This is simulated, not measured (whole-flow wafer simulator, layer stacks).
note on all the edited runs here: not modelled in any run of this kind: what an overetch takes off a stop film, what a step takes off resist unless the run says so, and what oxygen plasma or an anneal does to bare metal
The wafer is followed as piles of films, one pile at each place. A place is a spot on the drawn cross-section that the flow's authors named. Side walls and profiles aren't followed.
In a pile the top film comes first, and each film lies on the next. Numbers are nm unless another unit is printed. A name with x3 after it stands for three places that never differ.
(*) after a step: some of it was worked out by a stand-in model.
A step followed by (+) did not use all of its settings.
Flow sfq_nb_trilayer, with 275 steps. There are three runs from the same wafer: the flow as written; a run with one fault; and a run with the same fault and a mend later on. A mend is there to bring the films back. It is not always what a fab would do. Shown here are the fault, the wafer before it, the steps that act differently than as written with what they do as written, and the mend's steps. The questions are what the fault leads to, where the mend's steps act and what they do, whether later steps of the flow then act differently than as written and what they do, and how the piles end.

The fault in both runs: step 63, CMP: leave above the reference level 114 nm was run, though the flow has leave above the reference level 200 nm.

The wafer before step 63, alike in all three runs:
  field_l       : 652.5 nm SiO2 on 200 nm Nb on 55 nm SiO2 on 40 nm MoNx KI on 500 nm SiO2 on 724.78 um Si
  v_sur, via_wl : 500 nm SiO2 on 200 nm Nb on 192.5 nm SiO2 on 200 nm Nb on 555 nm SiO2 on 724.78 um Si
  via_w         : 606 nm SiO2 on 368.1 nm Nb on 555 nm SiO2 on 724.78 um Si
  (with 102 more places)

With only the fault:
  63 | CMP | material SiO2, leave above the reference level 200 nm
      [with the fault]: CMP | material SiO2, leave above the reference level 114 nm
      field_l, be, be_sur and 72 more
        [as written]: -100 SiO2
        [with the fault]: -186 SiO2
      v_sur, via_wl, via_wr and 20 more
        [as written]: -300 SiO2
        [with the fault]: -386 SiO2
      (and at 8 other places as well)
  Later steps of the flow acting differently than as written (4 more steps, not shown, differ only slightly: by at most 2% or 0.5 nm, whichever is larger):
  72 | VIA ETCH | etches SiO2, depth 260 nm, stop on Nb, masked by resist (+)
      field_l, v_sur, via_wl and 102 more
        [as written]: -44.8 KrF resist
        [with the fault]: -29.4 KrF resist
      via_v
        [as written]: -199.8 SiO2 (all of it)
        [with the fault]: -113.8 SiO2 (all of it)
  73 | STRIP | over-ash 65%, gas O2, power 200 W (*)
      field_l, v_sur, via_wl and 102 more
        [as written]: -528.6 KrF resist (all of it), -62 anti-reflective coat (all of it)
        [with the fault]: -544 KrF resist (all of it), -62 anti-reflective coat (all of it)
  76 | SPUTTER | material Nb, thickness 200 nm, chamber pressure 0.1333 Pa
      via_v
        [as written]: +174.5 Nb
        [with the fault]: +191.7 Nb
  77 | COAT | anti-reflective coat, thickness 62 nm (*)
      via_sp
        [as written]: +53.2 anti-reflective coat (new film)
        [with the fault]: +51.5 anti-reflective coat (new film)
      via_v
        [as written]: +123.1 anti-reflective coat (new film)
        [with the fault]: +108.9 anti-reflective coat (new film)
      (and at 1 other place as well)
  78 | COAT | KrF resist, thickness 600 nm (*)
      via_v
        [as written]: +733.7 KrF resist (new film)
        [with the fault]: +657.9 KrF resist (new film)
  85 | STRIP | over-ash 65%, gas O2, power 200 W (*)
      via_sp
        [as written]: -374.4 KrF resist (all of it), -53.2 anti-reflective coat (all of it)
        [with the fault]: -382.6 KrF resist (all of it), -51.5 anti-reflective coat (all of it)
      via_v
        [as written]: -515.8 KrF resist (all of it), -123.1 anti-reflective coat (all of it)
        [with the fault]: -440.1 KrF resist (all of it), -108.9 anti-reflective coat (all of it)
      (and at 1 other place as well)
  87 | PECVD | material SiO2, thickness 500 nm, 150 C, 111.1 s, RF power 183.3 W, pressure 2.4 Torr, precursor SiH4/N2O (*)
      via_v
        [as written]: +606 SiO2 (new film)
        [with the fault]: +500 SiO2 (new film)
  The piles end different from the flow's at field_l, v_sur, via_wl and 103 more by more than 2% or 0.5 nm, whichever is larger.
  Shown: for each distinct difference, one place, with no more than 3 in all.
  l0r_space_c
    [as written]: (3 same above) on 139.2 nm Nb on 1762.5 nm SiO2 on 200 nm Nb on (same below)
    [with the fault]: (3 same above) on 139.2 nm Nb on 1676.5 nm SiO2 on 200 nm Nb on (same below)
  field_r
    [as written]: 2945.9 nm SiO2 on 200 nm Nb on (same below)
    [with the fault]: 2859.9 nm SiO2 on 200 nm Nb on (same below)
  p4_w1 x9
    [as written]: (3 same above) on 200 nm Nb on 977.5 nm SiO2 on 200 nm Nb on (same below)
    [with the fault]: (3 same above) on 200 nm Nb on 891.5 nm SiO2 on 200 nm Nb on (same below)

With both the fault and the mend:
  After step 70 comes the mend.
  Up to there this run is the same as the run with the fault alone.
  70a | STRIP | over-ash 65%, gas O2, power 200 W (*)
      field_l, v_sur, via_wl and 102 more
        -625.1 KrF resist (all of it), -62 anti-reflective coat (all of it)
      via_v
        -62 anti-reflective coat (all of it)
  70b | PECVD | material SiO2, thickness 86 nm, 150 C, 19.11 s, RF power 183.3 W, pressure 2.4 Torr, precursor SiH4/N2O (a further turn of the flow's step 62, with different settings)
      field_l, v_sur, via_wl and 103 more
        +86 SiO2
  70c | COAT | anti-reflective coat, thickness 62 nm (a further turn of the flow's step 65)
      field_l, v_sur, via_wl and 103 more
        +62 anti-reflective coat (new film)
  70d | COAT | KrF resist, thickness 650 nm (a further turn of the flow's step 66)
      field_l, v_sur, via_wl and 103 more
        +650 KrF resist (new film)
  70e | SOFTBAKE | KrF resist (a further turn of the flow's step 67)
      leaves every film unchanged at each place that is followed
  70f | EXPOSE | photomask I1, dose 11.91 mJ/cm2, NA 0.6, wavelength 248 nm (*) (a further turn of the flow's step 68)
      leaves every film unchanged at each place that is followed
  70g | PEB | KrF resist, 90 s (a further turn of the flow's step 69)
      field_l, v_sur, via_wl and 103 more
        -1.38 KrF resist
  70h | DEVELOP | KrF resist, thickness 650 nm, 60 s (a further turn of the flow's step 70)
      field_l, v_sur, via_wl and 102 more
        -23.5 KrF resist
      via_v
        -648.6 KrF resist (all of it)
  None of the later steps of the flow differs from how it acts as written, at any place that is followed, by more than 2% or 0.5 nm, whichever is larger.
  At every place that both follow, the piles at the end match the flow's.
